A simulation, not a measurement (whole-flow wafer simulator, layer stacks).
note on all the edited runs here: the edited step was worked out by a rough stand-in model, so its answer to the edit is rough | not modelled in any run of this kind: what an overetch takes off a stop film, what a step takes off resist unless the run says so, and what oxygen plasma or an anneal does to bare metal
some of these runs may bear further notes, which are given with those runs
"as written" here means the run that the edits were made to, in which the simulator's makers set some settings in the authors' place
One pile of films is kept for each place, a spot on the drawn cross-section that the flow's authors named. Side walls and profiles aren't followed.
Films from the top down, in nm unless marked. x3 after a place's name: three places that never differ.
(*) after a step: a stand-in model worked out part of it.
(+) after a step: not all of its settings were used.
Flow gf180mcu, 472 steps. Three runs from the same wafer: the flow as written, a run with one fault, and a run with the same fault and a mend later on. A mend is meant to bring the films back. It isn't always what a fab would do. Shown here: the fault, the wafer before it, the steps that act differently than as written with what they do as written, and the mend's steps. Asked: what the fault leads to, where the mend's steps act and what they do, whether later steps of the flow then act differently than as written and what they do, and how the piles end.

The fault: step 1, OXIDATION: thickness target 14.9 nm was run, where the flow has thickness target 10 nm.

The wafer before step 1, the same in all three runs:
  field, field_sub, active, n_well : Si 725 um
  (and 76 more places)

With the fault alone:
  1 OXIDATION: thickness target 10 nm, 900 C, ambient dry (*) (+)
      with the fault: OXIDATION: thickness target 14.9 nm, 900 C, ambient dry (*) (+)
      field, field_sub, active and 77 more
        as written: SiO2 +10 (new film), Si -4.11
        with the fault: SiO2 +14.9 (new film), Si -6.27
  Later steps of the flow that act differently than as written (92 more steps differ only slightly, by at most 2% or 0.5 nm, whichever is larger, and aren't shown):
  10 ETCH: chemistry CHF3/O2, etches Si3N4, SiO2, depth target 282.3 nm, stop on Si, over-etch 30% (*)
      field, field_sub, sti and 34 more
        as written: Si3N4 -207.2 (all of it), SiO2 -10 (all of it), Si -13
        with the fault: Si3N4 -207.2 (all of it), SiO2 -14.9 (all of it), Si -12
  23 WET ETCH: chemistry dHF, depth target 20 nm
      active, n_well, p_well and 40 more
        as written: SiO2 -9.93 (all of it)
        with the fault: SiO2 -14.8 (all of it)
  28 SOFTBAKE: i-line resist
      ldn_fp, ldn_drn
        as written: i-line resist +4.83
        with the fault: i-line resist +5.42
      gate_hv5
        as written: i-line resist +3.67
        with the fault: i-line resist +4.2
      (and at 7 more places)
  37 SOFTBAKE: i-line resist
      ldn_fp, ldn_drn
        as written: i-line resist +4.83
        with the fault: i-line resist +5.42
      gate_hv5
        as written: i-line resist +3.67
        with the fault: i-line resist +4.2
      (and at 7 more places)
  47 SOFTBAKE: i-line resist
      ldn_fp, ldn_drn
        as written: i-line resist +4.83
        with the fault: i-line resist +5.42
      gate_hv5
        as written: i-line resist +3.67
        with the fault: i-line resist +4.2
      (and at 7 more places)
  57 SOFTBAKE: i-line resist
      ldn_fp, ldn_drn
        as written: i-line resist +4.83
        with the fault: i-line resist +5.42
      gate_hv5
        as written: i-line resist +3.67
        with the fault: i-line resist +4.2
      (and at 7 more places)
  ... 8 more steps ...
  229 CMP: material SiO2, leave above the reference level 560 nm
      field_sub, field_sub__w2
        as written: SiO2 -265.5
        with the fault: SiO2 -271
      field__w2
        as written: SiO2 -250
        with the fault: SiO2 -256
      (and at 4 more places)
  At the end the piles differ from the flow's by more than 2% or 0.5 nm, whichever is larger, at ld_sd_n.
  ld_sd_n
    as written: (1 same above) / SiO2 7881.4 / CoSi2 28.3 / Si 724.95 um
    with the fault: (1 same above) / SiO2 7881.4 / CoSi2 27.7 / Si 724.95 um

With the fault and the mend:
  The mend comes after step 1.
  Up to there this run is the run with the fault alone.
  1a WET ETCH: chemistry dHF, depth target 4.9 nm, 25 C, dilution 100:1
      field, field_sub, active and 77 more
        SiO2 -4.9
  No later step of the flow acts differently than as written at any place that is followed.
  At the end the piles differ from the flow's only slightly at the places that both follow, by at most 2% or 0.5 nm, whichever is larger.
